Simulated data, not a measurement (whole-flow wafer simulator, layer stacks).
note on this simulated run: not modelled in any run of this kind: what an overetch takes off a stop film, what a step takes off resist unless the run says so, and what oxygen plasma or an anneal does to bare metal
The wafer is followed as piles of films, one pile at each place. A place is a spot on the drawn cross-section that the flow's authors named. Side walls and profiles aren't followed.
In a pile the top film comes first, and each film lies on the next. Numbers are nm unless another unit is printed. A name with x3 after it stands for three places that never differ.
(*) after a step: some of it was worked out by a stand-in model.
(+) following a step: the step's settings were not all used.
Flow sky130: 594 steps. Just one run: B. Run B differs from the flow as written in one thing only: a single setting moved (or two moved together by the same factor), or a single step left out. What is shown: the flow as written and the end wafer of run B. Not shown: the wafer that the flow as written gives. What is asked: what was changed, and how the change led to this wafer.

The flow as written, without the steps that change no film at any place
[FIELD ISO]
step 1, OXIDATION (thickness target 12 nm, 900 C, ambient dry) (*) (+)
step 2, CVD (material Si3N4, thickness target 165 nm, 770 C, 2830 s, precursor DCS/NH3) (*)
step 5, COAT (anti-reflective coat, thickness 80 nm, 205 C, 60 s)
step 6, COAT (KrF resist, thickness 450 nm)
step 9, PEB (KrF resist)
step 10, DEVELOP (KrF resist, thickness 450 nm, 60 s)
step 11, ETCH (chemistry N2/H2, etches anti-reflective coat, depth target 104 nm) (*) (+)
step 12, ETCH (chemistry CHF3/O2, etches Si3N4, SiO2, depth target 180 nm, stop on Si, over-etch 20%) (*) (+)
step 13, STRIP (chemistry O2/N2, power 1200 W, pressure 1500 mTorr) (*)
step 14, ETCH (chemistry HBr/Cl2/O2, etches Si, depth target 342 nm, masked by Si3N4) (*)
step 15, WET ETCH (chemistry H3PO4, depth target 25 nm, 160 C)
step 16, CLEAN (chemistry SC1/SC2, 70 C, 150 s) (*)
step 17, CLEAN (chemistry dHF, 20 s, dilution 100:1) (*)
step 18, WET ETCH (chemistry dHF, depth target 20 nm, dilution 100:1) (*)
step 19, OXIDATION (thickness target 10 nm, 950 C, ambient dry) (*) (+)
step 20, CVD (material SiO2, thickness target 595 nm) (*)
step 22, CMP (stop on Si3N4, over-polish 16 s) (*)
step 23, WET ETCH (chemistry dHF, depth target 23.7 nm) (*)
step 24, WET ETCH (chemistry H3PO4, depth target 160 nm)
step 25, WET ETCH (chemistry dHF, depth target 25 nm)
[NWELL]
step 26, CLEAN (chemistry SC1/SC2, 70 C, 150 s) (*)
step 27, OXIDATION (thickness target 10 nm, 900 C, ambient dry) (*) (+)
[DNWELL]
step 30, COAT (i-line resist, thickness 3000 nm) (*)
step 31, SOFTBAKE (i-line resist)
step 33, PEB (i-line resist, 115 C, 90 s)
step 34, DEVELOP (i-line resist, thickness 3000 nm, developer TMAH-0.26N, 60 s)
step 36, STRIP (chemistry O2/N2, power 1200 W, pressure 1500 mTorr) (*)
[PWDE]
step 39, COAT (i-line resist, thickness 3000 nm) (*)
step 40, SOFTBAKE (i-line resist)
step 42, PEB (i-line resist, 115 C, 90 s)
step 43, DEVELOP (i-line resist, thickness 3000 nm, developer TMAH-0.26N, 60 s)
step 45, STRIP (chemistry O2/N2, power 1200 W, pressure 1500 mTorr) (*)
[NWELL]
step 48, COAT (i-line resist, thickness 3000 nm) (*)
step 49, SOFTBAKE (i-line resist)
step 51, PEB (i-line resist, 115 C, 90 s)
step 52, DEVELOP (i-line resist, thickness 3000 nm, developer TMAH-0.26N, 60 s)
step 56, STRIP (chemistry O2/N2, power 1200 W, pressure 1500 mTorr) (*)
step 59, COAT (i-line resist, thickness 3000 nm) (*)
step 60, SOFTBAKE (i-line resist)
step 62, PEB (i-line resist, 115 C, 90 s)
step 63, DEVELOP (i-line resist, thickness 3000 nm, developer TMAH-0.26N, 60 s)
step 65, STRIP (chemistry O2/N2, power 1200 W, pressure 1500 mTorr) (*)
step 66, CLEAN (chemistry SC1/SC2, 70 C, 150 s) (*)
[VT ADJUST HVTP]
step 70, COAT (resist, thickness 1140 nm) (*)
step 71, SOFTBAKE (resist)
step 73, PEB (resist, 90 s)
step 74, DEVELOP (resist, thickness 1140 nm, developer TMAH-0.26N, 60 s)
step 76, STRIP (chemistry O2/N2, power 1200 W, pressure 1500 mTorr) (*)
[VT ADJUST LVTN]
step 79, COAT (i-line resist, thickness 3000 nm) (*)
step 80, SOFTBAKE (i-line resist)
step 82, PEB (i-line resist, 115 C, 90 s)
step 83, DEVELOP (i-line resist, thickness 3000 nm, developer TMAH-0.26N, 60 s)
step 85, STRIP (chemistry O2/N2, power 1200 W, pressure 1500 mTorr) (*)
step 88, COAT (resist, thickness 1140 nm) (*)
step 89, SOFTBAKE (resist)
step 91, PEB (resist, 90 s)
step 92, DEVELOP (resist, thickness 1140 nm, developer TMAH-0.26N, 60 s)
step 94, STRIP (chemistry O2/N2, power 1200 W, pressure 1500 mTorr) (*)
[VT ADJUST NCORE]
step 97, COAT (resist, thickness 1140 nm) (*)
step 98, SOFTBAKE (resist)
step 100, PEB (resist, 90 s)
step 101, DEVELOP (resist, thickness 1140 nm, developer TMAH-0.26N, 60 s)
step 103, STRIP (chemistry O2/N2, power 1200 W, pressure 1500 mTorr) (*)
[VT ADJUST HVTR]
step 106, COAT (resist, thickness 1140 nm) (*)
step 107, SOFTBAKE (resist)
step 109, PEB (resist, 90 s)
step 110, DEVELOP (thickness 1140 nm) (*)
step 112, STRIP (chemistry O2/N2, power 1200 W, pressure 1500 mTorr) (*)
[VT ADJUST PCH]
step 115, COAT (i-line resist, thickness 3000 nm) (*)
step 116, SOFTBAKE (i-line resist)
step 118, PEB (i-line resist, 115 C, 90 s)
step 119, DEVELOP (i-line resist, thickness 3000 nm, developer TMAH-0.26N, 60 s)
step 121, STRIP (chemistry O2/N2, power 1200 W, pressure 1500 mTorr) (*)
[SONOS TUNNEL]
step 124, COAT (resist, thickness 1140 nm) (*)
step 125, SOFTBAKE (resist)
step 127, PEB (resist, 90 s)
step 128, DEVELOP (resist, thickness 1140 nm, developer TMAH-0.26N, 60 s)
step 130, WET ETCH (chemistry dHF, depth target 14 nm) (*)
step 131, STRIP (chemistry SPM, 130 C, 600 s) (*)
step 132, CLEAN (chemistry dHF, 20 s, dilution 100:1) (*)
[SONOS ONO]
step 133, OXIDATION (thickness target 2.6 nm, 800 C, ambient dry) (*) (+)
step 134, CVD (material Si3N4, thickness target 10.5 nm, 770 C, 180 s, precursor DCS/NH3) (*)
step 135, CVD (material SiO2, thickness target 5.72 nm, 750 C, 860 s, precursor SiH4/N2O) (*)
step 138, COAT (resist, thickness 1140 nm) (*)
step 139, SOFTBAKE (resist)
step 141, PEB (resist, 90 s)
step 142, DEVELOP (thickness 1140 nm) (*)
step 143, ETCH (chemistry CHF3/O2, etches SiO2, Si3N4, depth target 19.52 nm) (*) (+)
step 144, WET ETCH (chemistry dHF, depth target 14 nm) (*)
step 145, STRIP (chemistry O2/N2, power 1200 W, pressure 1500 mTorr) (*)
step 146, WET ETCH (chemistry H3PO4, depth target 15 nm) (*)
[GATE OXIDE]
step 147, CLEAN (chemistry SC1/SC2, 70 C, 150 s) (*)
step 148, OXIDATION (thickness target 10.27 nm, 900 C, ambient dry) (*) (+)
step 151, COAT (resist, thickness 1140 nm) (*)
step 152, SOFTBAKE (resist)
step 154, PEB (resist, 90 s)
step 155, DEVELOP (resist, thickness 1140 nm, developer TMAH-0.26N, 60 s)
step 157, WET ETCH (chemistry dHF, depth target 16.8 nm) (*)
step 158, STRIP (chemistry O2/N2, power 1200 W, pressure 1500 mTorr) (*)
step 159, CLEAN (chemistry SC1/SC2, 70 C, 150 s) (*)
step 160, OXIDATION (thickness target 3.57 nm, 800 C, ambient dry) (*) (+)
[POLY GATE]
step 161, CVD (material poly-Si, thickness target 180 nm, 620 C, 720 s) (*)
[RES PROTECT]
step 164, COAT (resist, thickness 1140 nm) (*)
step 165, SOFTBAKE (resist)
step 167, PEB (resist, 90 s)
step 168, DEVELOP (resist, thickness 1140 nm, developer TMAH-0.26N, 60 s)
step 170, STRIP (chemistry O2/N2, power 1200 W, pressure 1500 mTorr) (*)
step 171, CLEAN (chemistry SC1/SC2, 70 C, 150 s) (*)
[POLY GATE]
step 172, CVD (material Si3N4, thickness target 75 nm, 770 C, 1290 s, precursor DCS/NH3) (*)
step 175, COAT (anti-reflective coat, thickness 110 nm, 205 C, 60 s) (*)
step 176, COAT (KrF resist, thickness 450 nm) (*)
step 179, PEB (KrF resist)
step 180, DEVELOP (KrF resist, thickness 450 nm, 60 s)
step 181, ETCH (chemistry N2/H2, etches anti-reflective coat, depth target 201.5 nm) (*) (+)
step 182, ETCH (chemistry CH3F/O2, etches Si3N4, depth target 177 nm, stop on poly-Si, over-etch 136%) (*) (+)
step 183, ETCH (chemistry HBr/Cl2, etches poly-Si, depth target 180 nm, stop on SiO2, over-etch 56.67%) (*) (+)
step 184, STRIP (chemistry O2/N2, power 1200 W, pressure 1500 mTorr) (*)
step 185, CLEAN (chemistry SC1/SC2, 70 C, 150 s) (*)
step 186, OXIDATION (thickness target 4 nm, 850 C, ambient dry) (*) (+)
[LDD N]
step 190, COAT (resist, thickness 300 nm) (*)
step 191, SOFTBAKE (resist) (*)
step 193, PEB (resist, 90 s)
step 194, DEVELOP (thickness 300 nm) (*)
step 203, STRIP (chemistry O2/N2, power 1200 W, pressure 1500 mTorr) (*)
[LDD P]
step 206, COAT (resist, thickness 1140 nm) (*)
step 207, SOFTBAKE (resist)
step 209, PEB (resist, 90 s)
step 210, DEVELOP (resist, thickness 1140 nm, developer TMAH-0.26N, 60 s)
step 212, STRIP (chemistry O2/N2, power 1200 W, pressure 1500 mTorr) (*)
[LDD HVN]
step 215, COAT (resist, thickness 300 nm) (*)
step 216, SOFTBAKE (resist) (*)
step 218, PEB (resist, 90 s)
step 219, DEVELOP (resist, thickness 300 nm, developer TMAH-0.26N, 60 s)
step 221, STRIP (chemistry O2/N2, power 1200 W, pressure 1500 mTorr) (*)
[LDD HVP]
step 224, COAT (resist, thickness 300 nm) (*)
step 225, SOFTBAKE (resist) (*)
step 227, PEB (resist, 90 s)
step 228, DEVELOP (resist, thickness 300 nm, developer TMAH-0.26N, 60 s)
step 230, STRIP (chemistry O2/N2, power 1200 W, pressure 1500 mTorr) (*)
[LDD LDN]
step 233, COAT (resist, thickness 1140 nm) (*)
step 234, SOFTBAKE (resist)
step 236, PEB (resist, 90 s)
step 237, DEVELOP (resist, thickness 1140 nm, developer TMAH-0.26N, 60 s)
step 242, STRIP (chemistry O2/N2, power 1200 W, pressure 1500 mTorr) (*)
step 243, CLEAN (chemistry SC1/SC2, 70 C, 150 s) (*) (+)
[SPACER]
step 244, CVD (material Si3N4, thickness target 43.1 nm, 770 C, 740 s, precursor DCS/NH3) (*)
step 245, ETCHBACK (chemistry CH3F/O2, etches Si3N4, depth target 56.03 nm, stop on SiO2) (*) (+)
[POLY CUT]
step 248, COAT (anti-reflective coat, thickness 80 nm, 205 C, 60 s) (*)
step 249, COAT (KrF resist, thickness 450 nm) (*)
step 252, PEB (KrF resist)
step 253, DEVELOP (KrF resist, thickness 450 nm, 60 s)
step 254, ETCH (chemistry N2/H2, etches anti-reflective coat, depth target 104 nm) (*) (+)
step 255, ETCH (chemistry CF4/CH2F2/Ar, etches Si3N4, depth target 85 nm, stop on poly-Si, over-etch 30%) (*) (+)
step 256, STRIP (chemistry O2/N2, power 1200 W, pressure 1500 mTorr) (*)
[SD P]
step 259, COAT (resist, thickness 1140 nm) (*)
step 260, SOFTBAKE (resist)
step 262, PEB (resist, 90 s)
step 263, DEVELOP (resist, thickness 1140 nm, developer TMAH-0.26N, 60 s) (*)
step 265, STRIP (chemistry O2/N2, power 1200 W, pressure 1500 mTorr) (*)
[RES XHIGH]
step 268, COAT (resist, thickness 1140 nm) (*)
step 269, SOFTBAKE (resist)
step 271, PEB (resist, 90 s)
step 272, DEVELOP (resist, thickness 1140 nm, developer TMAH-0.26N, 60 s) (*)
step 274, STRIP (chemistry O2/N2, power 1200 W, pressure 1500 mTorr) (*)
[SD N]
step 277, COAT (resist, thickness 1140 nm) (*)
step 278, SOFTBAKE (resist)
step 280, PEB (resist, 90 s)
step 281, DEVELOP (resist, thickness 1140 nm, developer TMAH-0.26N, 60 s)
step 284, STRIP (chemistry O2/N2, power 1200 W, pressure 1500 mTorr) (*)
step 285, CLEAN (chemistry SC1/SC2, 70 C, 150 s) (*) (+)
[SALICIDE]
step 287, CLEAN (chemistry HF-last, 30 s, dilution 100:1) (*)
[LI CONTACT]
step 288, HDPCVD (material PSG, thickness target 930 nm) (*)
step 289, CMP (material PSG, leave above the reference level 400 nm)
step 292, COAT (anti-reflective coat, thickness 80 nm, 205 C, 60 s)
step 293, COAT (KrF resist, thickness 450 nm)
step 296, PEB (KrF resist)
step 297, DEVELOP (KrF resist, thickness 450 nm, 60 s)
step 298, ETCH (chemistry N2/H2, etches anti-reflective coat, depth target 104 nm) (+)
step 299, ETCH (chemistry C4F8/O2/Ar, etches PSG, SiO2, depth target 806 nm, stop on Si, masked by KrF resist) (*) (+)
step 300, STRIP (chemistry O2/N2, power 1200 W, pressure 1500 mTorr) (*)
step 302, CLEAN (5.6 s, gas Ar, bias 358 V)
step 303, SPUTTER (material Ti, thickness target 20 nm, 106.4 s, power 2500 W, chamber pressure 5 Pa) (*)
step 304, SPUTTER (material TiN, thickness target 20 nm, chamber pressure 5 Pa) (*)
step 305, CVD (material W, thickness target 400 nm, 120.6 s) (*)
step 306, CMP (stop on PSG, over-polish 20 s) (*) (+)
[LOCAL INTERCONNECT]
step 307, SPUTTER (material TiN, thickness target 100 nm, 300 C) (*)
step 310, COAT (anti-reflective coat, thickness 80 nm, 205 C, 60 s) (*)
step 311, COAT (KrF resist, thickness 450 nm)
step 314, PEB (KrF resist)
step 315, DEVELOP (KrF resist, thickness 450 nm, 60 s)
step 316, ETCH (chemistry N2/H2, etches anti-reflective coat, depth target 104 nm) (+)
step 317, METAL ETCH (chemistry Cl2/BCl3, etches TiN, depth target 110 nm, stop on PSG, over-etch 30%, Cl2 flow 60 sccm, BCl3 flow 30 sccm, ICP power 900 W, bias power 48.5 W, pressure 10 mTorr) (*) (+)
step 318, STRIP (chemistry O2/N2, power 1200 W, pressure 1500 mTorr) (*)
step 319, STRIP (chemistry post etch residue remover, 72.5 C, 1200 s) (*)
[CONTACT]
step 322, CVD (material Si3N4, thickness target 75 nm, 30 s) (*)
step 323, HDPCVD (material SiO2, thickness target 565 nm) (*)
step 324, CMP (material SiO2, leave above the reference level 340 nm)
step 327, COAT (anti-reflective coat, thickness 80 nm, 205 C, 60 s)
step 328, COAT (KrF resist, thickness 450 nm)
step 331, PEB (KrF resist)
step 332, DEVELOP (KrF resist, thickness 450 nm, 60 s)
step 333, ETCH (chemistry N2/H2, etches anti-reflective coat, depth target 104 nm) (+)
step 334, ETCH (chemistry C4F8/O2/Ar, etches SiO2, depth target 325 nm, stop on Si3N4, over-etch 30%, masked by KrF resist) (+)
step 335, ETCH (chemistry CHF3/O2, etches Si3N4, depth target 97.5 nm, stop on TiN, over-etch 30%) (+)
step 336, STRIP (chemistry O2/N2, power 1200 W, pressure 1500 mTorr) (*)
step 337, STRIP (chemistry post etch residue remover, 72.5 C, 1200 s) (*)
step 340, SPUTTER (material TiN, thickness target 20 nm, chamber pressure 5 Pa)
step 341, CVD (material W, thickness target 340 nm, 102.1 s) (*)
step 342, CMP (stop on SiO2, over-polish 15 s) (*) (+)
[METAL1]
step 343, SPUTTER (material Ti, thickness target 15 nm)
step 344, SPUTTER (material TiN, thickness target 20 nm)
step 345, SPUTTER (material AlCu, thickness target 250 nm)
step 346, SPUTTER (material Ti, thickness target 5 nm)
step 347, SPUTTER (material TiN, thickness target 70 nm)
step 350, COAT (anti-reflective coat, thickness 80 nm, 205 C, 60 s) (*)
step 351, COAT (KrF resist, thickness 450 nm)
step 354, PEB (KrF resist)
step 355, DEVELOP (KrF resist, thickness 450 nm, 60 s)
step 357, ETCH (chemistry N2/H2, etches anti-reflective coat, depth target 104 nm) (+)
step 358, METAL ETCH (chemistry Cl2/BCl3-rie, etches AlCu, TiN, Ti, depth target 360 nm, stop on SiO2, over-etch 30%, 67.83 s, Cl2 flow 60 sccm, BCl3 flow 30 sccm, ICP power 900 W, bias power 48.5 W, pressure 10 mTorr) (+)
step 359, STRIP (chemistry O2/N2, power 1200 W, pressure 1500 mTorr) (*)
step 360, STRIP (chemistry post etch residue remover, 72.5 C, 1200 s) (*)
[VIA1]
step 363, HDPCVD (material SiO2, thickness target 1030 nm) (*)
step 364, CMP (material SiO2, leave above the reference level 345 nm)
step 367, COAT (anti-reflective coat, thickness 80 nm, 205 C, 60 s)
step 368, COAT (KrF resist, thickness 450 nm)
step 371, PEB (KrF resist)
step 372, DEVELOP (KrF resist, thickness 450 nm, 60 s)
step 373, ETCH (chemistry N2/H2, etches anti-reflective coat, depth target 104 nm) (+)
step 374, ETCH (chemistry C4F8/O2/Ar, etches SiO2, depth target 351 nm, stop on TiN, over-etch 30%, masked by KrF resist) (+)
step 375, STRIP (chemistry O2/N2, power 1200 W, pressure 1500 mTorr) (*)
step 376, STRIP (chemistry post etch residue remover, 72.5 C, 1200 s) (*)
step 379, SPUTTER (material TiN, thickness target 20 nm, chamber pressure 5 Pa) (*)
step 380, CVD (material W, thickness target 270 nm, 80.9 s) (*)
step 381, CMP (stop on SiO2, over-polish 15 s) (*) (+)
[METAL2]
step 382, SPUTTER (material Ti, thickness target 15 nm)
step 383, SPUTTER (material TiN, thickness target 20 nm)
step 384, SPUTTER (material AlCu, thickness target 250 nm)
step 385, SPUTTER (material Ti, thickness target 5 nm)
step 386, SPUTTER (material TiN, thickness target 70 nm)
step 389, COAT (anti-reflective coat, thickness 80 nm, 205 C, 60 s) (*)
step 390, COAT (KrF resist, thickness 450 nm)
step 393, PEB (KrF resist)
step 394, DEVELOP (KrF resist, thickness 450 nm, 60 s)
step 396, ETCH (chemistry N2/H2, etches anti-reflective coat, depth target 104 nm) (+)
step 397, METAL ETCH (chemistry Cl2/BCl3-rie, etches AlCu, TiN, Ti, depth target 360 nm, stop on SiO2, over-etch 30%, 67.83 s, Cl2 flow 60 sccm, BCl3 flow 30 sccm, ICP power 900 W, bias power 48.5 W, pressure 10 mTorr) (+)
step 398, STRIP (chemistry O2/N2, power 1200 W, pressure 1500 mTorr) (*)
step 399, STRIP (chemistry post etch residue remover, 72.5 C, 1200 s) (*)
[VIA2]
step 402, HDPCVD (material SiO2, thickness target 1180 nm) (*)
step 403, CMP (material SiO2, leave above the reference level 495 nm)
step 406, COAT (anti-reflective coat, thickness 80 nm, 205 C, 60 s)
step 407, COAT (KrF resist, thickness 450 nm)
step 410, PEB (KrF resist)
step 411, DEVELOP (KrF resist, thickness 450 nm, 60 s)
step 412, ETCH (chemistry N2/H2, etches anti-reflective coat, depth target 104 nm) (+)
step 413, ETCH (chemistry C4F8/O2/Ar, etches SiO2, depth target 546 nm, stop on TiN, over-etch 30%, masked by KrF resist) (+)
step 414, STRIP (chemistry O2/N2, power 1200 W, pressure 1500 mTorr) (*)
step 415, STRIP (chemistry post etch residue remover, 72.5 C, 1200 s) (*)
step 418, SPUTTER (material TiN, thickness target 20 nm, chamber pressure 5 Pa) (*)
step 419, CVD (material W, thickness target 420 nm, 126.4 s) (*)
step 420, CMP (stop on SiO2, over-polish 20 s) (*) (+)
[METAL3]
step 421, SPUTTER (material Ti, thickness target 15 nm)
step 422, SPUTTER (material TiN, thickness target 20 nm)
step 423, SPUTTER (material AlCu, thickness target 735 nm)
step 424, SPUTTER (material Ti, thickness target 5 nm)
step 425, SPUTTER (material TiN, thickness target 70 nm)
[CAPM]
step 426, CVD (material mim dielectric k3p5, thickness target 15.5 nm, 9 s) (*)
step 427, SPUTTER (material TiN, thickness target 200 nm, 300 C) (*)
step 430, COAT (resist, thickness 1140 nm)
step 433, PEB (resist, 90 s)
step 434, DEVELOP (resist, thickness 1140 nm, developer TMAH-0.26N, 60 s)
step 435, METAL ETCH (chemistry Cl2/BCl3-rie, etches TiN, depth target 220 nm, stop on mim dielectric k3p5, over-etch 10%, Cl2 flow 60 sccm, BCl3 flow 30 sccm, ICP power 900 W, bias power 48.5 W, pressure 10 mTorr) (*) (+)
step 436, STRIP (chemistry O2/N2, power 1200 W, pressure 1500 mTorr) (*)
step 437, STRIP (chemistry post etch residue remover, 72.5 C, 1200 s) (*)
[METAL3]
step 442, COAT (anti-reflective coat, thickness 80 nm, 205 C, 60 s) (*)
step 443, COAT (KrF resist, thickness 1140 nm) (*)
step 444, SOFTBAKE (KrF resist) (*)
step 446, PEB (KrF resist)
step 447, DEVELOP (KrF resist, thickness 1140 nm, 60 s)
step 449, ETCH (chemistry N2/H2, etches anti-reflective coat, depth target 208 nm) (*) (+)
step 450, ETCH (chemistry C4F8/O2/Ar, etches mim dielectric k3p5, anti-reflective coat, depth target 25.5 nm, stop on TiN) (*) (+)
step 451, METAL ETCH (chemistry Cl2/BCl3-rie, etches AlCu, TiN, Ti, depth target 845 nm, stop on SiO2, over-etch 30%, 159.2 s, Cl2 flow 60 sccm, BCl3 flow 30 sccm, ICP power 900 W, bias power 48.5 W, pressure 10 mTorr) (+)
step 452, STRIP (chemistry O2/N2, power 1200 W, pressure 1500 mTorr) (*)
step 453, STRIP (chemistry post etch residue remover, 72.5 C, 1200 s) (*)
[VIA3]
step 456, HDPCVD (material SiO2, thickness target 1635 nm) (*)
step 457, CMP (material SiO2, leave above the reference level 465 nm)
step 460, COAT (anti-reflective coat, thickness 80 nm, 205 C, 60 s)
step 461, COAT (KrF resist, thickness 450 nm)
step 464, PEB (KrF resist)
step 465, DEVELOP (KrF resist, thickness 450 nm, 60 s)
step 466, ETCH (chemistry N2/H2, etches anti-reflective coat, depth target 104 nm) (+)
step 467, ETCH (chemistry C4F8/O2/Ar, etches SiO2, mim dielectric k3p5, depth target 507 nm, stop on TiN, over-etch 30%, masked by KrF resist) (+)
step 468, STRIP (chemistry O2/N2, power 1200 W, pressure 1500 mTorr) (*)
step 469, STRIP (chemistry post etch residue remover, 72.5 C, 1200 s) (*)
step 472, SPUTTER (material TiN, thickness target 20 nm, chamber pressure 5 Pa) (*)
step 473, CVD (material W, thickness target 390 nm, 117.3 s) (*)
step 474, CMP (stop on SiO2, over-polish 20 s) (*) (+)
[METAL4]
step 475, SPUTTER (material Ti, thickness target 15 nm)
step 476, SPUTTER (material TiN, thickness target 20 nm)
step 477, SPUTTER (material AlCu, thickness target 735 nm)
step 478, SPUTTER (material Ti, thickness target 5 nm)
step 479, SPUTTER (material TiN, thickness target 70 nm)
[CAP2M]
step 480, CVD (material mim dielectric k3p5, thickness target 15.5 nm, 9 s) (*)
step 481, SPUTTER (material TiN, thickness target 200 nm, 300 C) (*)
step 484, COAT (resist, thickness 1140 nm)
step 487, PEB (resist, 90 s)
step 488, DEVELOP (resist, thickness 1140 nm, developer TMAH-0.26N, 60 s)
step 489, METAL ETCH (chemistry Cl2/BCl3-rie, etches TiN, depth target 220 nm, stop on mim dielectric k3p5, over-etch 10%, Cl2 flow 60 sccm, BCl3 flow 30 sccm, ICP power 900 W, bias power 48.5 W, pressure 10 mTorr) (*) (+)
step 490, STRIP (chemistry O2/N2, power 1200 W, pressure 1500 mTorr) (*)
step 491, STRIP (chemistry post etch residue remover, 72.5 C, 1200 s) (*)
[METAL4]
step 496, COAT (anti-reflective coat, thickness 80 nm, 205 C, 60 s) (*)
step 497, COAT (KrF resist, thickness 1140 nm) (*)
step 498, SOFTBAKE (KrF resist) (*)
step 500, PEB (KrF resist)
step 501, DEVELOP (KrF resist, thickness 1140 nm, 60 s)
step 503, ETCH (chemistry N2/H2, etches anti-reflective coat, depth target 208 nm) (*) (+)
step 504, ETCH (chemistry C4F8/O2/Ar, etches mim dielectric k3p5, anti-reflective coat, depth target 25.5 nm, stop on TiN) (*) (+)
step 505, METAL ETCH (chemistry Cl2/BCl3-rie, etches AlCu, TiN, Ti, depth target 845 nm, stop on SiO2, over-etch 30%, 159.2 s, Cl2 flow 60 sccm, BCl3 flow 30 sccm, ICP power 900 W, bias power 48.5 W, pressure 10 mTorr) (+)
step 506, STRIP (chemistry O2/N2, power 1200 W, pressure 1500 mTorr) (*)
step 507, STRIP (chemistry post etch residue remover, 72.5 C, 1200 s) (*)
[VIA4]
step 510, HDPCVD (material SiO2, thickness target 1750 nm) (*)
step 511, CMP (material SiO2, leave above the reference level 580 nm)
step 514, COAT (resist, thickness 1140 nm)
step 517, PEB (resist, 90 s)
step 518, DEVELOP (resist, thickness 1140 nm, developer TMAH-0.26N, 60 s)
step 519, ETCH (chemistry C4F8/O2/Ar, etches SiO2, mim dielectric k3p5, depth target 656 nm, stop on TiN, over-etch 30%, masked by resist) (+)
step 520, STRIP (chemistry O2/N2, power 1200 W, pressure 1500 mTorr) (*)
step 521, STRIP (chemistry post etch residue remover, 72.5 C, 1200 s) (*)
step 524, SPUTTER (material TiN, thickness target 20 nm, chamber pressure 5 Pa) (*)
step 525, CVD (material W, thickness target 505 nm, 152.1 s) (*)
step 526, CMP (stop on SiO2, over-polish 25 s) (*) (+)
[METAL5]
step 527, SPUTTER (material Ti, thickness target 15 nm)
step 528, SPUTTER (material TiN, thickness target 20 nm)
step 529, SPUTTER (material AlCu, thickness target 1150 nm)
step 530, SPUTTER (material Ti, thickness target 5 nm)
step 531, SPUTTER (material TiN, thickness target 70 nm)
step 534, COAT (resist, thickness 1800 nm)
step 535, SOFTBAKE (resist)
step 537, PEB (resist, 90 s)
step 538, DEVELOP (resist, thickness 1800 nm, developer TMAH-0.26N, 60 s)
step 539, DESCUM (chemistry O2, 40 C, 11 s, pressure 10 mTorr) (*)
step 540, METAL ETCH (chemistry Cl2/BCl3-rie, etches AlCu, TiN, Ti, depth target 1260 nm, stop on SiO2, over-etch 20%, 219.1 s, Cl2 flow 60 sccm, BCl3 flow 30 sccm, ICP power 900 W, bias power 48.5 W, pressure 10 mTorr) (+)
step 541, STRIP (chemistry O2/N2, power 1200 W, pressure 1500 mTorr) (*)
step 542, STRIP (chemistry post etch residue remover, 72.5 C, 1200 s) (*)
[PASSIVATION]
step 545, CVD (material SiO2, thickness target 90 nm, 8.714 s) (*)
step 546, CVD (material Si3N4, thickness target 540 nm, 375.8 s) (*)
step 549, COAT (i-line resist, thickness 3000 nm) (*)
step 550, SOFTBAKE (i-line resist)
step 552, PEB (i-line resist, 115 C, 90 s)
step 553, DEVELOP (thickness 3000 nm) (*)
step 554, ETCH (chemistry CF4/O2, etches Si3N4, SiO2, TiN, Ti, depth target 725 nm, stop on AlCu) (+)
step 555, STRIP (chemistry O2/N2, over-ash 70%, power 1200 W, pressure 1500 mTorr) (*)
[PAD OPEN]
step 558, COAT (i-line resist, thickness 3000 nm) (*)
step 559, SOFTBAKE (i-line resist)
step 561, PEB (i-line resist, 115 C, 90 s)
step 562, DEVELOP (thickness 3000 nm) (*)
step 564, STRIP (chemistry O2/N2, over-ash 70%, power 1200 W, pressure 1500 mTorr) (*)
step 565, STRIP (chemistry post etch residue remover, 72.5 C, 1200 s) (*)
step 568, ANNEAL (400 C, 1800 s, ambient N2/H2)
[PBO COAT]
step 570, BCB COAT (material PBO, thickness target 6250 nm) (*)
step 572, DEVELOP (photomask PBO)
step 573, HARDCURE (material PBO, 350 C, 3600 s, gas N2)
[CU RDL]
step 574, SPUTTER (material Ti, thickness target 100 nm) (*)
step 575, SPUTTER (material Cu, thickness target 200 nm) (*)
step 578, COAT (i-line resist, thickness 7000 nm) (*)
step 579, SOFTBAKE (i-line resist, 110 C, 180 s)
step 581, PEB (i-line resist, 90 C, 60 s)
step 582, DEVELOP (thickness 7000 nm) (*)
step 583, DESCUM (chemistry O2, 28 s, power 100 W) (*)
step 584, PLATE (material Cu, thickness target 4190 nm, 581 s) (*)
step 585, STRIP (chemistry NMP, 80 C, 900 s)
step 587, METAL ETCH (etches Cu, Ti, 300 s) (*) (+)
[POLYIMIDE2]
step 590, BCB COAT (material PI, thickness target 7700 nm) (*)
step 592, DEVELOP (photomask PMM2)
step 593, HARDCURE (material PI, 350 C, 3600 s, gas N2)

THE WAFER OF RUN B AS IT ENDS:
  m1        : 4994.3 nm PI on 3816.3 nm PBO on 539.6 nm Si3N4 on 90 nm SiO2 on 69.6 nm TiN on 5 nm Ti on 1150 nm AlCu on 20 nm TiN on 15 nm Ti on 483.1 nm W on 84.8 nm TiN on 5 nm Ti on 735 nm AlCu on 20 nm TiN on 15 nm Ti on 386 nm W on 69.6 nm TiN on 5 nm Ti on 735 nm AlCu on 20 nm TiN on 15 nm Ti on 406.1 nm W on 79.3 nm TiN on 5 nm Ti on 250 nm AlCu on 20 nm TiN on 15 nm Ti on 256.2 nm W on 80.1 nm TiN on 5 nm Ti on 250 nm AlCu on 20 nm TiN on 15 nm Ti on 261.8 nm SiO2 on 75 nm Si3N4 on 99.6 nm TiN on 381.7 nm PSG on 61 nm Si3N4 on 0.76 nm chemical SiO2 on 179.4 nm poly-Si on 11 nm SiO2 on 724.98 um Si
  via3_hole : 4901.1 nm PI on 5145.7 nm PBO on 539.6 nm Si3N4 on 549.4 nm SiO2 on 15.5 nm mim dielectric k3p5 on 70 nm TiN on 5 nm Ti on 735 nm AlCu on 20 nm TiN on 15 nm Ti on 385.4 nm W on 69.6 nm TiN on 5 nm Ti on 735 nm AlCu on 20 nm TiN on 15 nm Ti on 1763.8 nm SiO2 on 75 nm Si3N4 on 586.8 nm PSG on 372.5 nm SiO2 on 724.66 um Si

The reason: step 472, SPUTTER: material TiN, thickness target 20 nm, chamber pressure 5 Pa (*), was omitted.

How this came from the change, step by step:
  step 474, CMP (stop on SiO2, over-polish 20 s) (*) (+)
      field, active, n_well and 187 more: W loses 390 (all of it), SiO2 loses 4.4 (in the flow as written it would be: W loses 390 (all of it), TiN loses 20 (all of it), SiO2 loses 4.4)
      m1, via3_hole: W loses 395 (in the flow as written it would be: W loses 415)
